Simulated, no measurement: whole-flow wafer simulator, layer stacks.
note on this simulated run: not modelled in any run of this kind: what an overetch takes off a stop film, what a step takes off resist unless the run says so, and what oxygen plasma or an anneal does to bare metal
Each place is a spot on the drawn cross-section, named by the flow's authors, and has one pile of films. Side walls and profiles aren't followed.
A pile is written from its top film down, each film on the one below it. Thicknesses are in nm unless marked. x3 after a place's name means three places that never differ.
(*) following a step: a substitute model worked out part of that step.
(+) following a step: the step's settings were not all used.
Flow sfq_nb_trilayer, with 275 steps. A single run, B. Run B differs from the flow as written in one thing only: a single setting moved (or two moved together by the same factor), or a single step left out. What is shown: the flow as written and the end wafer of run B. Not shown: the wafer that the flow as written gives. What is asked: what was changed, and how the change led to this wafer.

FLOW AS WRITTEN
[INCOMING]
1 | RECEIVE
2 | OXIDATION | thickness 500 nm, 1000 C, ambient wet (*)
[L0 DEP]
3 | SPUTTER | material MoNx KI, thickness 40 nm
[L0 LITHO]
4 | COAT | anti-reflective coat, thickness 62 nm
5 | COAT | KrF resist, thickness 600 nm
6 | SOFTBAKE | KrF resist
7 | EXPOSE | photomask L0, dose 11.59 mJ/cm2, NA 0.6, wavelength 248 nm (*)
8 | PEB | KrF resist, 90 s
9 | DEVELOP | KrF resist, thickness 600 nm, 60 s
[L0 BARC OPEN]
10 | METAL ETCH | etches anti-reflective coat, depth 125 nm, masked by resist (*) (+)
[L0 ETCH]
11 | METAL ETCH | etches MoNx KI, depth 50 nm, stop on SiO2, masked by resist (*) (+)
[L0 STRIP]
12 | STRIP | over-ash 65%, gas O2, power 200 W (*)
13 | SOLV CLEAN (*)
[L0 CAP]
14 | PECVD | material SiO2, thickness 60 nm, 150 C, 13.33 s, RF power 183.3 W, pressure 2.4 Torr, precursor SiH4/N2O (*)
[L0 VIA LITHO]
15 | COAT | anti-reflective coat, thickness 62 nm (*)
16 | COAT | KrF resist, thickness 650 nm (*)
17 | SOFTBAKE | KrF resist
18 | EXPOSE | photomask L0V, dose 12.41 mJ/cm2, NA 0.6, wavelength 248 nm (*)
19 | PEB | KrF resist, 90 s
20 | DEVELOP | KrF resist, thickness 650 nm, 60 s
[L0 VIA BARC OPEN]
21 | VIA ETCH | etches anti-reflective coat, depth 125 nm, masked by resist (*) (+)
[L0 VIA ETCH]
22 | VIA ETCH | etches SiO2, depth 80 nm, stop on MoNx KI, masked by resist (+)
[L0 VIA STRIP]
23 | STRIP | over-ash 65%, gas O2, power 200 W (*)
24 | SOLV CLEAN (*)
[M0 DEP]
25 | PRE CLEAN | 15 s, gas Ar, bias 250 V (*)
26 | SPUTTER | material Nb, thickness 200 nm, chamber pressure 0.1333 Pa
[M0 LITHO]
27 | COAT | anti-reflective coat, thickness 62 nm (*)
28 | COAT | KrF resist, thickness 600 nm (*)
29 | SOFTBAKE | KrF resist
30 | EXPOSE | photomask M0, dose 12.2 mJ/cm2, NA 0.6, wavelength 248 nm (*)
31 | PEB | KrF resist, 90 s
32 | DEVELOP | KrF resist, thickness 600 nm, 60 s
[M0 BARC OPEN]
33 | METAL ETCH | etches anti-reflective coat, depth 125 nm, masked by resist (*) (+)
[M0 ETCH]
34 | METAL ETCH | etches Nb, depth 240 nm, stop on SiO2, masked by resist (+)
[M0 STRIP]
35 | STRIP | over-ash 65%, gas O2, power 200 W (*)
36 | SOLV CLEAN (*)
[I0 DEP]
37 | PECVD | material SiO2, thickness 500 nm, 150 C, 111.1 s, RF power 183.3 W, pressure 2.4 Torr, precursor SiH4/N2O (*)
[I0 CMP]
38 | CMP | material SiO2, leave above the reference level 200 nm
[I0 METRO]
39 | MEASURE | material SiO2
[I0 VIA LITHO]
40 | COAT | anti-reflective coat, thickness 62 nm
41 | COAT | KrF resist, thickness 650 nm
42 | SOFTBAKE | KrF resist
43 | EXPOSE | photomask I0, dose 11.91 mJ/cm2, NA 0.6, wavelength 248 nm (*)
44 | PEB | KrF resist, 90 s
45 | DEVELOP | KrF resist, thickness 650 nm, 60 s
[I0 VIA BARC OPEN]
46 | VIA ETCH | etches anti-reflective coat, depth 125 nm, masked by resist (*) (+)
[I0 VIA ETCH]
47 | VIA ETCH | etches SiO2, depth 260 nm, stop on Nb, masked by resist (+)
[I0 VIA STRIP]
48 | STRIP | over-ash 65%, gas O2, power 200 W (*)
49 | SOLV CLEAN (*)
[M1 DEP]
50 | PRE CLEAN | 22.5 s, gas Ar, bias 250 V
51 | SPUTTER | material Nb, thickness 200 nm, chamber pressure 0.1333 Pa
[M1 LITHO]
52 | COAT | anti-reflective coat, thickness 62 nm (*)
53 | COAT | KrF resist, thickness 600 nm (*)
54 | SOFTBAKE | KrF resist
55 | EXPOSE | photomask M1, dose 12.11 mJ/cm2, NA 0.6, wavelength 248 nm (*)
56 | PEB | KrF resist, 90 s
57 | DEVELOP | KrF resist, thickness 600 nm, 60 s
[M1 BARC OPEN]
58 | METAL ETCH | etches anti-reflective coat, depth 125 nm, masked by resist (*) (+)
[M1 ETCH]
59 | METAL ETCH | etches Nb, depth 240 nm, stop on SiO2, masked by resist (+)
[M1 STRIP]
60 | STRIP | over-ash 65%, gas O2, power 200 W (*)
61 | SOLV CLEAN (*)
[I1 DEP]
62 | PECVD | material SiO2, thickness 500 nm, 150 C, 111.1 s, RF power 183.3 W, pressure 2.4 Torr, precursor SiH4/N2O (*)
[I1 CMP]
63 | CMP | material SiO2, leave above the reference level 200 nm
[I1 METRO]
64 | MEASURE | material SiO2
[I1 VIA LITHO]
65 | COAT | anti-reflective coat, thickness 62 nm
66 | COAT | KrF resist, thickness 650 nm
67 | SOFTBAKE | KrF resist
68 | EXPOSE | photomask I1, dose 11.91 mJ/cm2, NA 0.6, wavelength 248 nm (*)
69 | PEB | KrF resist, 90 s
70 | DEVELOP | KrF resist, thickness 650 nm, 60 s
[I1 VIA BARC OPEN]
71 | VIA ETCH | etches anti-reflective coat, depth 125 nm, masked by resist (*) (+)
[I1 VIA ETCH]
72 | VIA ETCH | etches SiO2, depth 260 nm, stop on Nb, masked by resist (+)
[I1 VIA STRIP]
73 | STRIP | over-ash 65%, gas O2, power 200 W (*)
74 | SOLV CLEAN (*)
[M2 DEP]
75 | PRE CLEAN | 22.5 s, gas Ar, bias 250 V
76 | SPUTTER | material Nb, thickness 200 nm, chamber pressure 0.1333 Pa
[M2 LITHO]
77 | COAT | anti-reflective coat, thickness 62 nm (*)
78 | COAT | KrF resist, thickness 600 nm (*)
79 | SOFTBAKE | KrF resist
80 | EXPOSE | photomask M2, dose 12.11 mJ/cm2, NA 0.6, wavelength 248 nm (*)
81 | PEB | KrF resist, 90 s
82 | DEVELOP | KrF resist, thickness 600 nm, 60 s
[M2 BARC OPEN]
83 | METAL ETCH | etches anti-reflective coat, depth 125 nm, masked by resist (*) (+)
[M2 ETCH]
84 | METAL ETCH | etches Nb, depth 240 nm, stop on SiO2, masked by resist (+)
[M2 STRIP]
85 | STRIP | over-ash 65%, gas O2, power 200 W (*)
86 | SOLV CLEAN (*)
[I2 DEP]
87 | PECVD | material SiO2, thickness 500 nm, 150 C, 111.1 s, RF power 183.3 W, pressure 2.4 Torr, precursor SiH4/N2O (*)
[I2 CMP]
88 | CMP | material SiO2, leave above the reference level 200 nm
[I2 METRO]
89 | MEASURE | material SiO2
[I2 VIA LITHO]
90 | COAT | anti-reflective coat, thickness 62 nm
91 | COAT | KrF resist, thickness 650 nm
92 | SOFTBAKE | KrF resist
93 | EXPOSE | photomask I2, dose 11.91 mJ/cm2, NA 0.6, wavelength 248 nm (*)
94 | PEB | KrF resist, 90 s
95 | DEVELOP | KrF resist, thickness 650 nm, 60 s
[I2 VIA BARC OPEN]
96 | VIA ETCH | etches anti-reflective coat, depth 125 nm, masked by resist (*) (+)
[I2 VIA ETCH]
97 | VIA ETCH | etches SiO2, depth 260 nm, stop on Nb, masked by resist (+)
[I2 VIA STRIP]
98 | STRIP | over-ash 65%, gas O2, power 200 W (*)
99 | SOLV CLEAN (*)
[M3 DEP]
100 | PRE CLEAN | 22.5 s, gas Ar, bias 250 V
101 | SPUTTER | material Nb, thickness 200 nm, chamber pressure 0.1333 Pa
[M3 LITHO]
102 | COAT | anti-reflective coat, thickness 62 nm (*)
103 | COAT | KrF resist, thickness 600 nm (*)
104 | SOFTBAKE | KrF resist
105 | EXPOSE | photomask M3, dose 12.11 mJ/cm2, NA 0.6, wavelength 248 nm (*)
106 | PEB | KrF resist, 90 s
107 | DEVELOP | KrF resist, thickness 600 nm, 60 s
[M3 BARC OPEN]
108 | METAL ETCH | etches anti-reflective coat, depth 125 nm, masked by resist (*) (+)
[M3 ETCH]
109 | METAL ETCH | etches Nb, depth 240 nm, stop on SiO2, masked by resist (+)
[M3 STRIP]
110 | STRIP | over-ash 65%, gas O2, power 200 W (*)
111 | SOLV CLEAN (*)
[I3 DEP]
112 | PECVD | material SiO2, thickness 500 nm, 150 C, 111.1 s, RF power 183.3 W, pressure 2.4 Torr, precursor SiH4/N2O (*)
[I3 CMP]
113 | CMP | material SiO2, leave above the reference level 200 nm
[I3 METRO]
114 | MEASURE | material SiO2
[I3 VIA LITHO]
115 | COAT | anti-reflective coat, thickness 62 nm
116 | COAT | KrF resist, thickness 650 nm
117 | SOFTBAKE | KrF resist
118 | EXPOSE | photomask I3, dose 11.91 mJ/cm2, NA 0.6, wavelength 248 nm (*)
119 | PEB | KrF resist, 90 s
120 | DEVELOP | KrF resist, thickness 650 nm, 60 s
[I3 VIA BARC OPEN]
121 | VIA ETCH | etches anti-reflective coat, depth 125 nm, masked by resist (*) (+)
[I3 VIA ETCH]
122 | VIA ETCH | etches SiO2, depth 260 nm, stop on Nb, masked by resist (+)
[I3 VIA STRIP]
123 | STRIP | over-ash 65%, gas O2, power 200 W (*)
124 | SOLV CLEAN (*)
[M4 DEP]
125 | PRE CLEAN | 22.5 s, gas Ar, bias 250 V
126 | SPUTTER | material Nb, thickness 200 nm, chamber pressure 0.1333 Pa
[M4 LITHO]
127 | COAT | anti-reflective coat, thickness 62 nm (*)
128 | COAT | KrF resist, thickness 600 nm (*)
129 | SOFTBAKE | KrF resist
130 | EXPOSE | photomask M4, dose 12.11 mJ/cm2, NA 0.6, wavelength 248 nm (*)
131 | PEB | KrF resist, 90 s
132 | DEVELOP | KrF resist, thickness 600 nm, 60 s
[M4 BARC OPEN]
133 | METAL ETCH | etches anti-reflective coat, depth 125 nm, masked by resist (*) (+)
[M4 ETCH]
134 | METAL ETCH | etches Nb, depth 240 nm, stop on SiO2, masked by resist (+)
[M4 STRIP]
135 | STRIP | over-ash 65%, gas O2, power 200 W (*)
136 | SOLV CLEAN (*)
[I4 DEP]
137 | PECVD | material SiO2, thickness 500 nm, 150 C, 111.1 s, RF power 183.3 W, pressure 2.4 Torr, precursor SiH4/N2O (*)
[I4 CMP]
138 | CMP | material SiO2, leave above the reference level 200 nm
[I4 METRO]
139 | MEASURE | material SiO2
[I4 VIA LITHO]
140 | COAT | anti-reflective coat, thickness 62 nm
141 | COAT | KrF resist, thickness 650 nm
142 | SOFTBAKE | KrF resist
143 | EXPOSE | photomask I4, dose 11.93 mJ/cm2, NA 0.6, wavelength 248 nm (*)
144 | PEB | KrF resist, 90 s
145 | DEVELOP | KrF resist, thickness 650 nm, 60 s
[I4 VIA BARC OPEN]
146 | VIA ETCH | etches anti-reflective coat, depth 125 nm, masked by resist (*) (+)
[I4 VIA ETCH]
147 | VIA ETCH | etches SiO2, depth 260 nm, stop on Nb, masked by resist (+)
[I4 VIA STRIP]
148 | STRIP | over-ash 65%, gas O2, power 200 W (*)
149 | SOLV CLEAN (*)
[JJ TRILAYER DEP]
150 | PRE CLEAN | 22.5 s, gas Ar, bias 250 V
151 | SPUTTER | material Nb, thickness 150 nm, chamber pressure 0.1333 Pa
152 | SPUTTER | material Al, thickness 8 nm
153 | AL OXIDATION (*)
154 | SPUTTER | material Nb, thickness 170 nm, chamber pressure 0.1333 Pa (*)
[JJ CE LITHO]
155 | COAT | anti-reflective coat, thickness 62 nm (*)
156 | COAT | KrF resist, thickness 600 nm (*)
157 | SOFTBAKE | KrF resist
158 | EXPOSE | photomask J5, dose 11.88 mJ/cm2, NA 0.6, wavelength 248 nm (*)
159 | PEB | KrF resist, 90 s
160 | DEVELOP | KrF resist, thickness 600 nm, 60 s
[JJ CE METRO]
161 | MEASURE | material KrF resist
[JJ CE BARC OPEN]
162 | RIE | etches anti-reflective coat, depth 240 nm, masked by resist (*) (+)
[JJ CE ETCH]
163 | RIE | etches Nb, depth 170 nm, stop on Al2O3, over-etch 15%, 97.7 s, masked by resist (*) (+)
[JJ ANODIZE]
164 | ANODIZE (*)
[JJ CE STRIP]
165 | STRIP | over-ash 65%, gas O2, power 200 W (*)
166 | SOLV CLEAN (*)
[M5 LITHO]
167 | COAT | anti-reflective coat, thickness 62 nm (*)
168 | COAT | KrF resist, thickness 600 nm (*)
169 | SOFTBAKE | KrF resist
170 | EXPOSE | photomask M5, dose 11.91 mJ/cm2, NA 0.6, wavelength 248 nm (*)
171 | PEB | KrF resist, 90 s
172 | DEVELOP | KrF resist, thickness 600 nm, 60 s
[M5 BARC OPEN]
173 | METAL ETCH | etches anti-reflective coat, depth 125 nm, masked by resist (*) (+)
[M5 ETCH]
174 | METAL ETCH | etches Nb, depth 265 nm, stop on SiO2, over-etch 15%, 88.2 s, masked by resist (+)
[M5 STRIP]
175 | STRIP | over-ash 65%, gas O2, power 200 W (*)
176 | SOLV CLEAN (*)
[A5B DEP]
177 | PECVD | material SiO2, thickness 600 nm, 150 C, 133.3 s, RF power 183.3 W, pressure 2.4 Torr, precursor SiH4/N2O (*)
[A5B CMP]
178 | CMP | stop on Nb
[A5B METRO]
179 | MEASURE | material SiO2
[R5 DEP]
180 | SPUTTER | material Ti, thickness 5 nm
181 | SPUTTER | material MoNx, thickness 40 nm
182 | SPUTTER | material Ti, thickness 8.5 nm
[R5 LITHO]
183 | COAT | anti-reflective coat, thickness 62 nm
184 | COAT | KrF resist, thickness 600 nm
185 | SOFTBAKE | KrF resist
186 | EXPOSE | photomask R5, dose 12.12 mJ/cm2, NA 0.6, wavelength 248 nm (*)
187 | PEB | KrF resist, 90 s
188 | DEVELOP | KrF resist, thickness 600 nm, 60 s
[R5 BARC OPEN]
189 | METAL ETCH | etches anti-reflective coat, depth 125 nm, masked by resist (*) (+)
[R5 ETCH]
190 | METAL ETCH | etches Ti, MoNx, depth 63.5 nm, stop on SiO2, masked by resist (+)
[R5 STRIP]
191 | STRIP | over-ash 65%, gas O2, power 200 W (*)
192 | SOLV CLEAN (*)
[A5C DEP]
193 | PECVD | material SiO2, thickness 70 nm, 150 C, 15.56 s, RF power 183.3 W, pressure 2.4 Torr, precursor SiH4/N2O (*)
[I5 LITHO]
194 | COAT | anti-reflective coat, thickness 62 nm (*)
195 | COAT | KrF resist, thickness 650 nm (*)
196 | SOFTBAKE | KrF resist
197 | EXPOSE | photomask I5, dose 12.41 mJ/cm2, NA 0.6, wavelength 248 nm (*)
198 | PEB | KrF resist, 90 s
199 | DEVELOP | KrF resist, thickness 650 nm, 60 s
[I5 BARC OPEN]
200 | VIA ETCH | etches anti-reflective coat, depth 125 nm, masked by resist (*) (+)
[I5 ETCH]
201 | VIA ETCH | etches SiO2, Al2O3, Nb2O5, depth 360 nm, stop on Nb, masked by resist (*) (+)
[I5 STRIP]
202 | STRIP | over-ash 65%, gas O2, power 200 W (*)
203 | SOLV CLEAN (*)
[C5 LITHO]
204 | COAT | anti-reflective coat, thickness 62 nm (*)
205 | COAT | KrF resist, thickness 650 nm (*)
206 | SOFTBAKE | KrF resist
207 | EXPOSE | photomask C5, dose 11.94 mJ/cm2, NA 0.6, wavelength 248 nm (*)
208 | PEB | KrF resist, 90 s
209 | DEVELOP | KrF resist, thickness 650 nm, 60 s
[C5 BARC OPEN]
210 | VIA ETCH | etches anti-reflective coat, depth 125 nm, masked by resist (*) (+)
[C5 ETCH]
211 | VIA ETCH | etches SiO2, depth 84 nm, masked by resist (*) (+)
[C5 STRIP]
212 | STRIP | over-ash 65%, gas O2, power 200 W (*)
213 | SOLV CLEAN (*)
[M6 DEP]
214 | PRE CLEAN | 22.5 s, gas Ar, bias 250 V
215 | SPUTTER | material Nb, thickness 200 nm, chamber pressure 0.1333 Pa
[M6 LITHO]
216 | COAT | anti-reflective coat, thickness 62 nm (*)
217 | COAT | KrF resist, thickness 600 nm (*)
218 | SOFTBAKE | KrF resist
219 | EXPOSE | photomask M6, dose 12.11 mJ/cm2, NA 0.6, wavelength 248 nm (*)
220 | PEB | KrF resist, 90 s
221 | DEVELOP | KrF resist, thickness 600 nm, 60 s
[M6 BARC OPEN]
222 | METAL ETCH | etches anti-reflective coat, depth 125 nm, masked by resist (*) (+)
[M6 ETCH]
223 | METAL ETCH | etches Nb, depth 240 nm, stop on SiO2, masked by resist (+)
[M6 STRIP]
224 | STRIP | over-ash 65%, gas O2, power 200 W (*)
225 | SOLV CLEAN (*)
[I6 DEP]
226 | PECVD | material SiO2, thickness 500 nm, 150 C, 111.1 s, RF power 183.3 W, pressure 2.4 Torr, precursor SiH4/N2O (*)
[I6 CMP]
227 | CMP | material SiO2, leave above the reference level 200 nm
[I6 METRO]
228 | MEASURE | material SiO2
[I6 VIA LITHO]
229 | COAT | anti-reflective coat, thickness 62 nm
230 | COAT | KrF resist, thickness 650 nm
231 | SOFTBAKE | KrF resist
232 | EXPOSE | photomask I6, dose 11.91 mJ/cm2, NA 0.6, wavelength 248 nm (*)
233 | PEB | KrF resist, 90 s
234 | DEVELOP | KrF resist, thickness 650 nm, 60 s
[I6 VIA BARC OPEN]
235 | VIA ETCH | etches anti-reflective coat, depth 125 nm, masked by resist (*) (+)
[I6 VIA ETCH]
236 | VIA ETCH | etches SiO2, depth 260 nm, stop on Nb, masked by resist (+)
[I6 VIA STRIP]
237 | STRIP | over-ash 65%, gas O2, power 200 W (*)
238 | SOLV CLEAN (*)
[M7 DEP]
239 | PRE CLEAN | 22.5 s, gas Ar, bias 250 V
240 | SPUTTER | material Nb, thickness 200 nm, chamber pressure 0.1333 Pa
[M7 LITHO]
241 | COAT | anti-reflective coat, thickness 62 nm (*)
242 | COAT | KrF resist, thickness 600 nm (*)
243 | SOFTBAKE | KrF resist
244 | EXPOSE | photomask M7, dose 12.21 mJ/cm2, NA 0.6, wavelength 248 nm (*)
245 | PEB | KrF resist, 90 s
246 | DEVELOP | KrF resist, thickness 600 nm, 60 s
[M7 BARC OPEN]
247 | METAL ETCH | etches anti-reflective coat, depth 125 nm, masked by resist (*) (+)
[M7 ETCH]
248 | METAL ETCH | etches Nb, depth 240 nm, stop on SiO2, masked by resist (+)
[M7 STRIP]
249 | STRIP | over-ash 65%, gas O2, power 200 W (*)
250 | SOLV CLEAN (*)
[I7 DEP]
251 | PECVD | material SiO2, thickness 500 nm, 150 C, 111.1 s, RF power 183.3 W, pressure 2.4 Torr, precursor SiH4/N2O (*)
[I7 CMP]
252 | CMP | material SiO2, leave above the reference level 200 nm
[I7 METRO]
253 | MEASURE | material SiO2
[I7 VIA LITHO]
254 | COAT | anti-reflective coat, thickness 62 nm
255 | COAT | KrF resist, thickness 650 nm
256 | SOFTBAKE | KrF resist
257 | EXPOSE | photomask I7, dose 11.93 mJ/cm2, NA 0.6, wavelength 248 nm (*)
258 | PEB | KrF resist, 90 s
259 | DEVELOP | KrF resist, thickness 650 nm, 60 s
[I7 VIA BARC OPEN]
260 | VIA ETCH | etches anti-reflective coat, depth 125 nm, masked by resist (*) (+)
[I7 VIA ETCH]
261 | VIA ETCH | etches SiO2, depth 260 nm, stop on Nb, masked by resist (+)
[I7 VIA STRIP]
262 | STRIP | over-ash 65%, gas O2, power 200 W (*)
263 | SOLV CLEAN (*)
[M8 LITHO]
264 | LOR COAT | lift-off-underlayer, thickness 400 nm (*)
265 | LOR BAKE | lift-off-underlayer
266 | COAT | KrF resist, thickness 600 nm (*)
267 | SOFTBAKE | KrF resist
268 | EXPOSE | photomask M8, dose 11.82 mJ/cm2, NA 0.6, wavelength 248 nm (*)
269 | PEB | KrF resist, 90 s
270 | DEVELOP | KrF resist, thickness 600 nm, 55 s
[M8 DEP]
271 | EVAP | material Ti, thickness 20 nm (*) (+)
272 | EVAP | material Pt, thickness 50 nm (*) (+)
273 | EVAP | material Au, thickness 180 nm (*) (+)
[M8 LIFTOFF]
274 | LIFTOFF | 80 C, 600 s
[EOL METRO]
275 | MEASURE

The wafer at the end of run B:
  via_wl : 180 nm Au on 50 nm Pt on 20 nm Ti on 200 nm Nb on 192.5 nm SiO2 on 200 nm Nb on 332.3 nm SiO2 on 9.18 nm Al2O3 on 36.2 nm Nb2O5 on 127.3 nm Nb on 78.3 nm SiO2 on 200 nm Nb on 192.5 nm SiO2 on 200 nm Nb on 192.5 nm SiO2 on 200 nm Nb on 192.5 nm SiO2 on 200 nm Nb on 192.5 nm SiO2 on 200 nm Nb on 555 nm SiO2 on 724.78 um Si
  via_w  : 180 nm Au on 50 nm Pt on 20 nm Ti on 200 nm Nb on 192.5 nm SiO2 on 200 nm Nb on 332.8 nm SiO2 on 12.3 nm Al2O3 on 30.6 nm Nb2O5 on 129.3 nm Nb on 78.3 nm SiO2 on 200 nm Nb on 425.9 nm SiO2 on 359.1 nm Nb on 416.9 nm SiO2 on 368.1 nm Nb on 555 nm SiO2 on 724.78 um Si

The reason: step 147, VIA ETCH: depth 114 nm was run, whereas the flow has depth 260 nm.

Step by step, how the change led to this:
  147 | VIA ETCH | etches SiO2, depth 260 nm, stop on Nb, masked by resist (+)
      via_wl, via_w, via_wr: -114 SiO2 (as written it would have been: -199.8 SiO2 (all of it))
      field_l, v_sur, via_sp and 100 more: -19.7 KrF resist (as written it would have been: -44.8 KrF resist)
  148 | STRIP | over-ash 65%, gas O2, power 200 W (*)
      field_l, v_sur, via_sp and 100 more: -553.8 KrF resist (all of it), -62 anti-reflective coat (all of it) (as written it would have been: -528.6 KrF resist (all of it), -62 anti-reflective coat (all of it))
  150 | PRE CLEAN | 22.5 s, gas Ar, bias 250 V
      via_wl, via_w, via_wr: -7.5 SiO2 (as written it would have been: -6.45 Nb)
  151 | SPUTTER | material Nb, thickness 150 nm, chamber pressure 0.1333 Pa
      via_wl, via_w, via_wr: +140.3 Nb (new film) (as written it would have been: +130.4 Nb)
  152 | SPUTTER | material Al, thickness 8 nm
      via_wl, via_wr: +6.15 Al (new film) (as written it would have been: +5.14 Al (new film))
      via_w: +7.83 Al (new film) (as written it would have been: +7.12 Al (new film))
  154 | SPUTTER | material Nb, thickness 170 nm, chamber pressure 0.1333 Pa (*)
      via_wl, via_wr: +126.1 Nb (new film) (as written it would have been: +140.7 Nb (new film))
      via_w: +166.8 Nb (new film) (as written it would have been: +141 Nb (new film))
  155 | COAT | anti-reflective coat, thickness 62 nm (*)
      via_wl, via_wr: +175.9 anti-reflective coat (new film) (as written it would have been: +209.4 anti-reflective coat (new film))
      v_sur: +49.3 anti-reflective coat (new film) (as written it would have been: +45.1 anti-reflective coat (new film))
      (also at 2 further places)
  156 | COAT | KrF resist, thickness 600 nm (*)
      via_wl: +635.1 KrF resist (new film) (as written it would have been: +663 KrF resist (new film))
      via_w: +675 KrF resist (new film) (as written it would have been: +763.8 KrF resist (new film))
      (also at 1 further place)
  160 | DEVELOP | KrF resist, thickness 600 nm, 60 s
      via_wl: -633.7 KrF resist (all of it) (as written it would have been: -661.6 KrF resist (all of it))
      via_w: -673.5 KrF resist (all of it) (as written it would have been: -762.1 KrF resist (all of it))
      (also at 1 further place)
  162 | RIE | etches anti-reflective coat, depth 240 nm, masked by resist (*) (+)
      ce_l, c5j, ce_r, wl_jj: -175.9 KrF resist (as written it would have been: -209.4 KrF resist)
      via_wl, via_wr: -175.9 anti-reflective coat (all of it) (as written it would have been: -209.4 anti-reflective coat (all of it))
      (also at 3 further places)
  163 | RIE | etches Nb, depth 170 nm, stop on Al2O3, over-etch 15%, 97.7 s, masked by resist (*) (+)
      via_w: -166.8 Nb (all of it), -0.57 Al2O3 (as written it would have been: -141 Nb (all of it), -0.96 Al2O3 (all of it))
      via_wl, via_wr: -126.1 Nb (all of it), -0.96 Al2O3 (all of it) (as written it would have been: -140.7 Nb (all of it), -0.96 Al2O3 (all of it))
  164 | ANODIZE (*)
      via_w: +12 Al2O3, +30.6 Nb2O5 (new film), -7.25 Al (all of it), -11 Nb (as written it would have been: +10.8 Al2O3 (new film), +33.3 Nb2O5 (new film), -6.54 Al (all of it), -12 Nb)
      via_wl, via_wr: +9.18 Al2O3 (new film), +36.2 Nb2O5 (new film), -5.57 Al (all of it), -13 Nb (as written it would have been: +7.52 Al2O3 (new film), +39.2 Nb2O5 (new film), -4.56 Al (all of it), -14.1 Nb)
  165 | STRIP | over-ash 65%, gas O2, power 200 W (*)
      ce_l: -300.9 KrF resist (all of it), -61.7 anti-reflective coat (all of it) (as written it would have been: -266.8 KrF resist (all of it), -61.4 anti-reflective coat (all of it))
      c5j: -300.9 KrF resist (all of it), -61.7 anti-reflective coat (all of it) (as written it would have been: -266.9 KrF resist (all of it), -61.5 anti-reflective coat (all of it))
      (also at 2 further places)
  167 | COAT | anti-reflective coat, thickness 62 nm (*)
      v_sur: +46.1 anti-reflective coat (new film) (as written it would have been: +44.9 anti-reflective coat (new film))
      via_wl: +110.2 anti-reflective coat (new film) (as written it would have been: +170.5 anti-reflective coat (new film))
      (also at 3 further places)
  168 | COAT | KrF resist, thickness 600 nm (*)
      v_sur: +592 KrF resist (new film) (as written it would have been: +577.9 KrF resist (new film))
      via_w: +673.9 KrF resist (new film) (as written it would have been: +732.6 KrF resist (new film))
  175 | STRIP | over-ash 65%, gas O2, power 200 W (*)
      v_sur: -363.2 KrF resist (all of it), -46.1 anti-reflective coat (all of it) (as written it would have been: -349.2 KrF resist (all of it), -44.9 anti-reflective coat (all of it))
      via_wl: -414.2 KrF resist (all of it), -110.2 anti-reflective coat (all of it) (as written it would have been: -427 KrF resist (all of it), -170.5 anti-reflective coat (all of it))
      (also at 3 further places)
  178 | CMP | stop on Nb
      via_wl, via_wr: -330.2 SiO2 (as written it would have been: -235.7 SiO2)
      via_w: -329.7 SiO2 (as written it would have been: -235.2 SiO2)
With metal films that touch counted as one body, via_wl has 8 bodies (between them, from the top down: SiO2 192.5; SiO2 332.3 / Al2O3 9.18 / Nb2O5 36.2; SiO2 78.3; SiO2 192.5; SiO2 192.5; SiO2 192.5; SiO2 192.5); the flow as written gives 7 bodies (between them, from the top down: SiO2 192.5; SiO2 426.8 / Al2O3 7.52 / Nb2O5 39.2; SiO2 192.5; SiO2 192.5; SiO2 192.5; SiO2 192.5).
With metal films that touch counted as one body, via_w has 6 bodies (between them, from the top down: SiO2 192.5; SiO2 332.8 / Al2O3 12.3 / Nb2O5 30.6; SiO2 78.3; SiO2 425.9; SiO2 416.9); the flow as written gives 5 bodies (between them, from the top down: SiO2 192.5; SiO2 427.3 / Al2O3 10.8 / Nb2O5 33.3; SiO2 425.9; SiO2 416.9).
